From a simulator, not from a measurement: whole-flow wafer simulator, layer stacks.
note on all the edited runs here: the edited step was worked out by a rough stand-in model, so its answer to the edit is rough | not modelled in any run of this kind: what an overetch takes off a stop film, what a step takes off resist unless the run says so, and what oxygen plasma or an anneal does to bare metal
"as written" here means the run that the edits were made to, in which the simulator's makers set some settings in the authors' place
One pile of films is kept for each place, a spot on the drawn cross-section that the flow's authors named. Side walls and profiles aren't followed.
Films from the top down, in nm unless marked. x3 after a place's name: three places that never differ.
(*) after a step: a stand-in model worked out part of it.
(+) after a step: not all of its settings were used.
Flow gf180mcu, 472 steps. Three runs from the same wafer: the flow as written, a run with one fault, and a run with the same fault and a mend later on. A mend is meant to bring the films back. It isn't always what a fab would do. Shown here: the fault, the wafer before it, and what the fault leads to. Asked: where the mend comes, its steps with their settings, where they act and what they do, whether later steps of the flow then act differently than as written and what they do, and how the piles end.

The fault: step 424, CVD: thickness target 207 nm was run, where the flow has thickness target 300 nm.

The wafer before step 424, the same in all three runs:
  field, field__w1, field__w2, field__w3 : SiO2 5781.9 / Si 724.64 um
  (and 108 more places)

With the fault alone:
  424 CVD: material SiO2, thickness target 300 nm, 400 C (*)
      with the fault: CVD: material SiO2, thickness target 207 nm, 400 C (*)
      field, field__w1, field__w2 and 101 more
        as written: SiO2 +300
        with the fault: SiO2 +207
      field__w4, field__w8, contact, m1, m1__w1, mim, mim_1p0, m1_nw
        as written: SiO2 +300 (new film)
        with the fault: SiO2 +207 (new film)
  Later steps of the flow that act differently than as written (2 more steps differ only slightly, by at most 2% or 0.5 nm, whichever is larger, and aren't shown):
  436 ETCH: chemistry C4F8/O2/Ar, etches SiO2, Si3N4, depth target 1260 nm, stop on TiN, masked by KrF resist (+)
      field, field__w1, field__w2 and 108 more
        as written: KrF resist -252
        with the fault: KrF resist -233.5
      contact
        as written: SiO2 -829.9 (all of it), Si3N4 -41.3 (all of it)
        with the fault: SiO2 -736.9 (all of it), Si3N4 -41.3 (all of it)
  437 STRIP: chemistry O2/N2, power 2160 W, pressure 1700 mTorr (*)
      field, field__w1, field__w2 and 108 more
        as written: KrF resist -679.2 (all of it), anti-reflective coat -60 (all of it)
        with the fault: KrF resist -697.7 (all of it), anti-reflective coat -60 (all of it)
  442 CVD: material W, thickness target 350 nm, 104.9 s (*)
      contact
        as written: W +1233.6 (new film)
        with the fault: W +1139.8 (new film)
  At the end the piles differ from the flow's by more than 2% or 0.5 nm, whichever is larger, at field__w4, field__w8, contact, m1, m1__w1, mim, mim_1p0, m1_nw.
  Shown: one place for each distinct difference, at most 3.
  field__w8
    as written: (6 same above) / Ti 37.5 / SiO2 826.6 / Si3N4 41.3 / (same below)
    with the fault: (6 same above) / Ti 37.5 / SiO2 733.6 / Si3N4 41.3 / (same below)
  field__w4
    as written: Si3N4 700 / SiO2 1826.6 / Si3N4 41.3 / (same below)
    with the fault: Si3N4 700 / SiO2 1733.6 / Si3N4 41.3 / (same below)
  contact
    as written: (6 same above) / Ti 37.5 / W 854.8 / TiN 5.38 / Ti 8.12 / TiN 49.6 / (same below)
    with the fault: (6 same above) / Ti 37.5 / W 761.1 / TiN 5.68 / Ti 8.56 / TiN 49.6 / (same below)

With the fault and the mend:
  The mend comes after step 424.
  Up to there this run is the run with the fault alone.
  424a CVD: material SiO2, thickness target 93 nm, 400 C (*) (the flow's step 424 once more, with other settings)
      field, field__w1, field__w2 and 109 more
        SiO2 +93
  No later step of the flow acts differently than as written at any place that is followed.
  At the end the piles are the same as the flow's at every place that both follow.
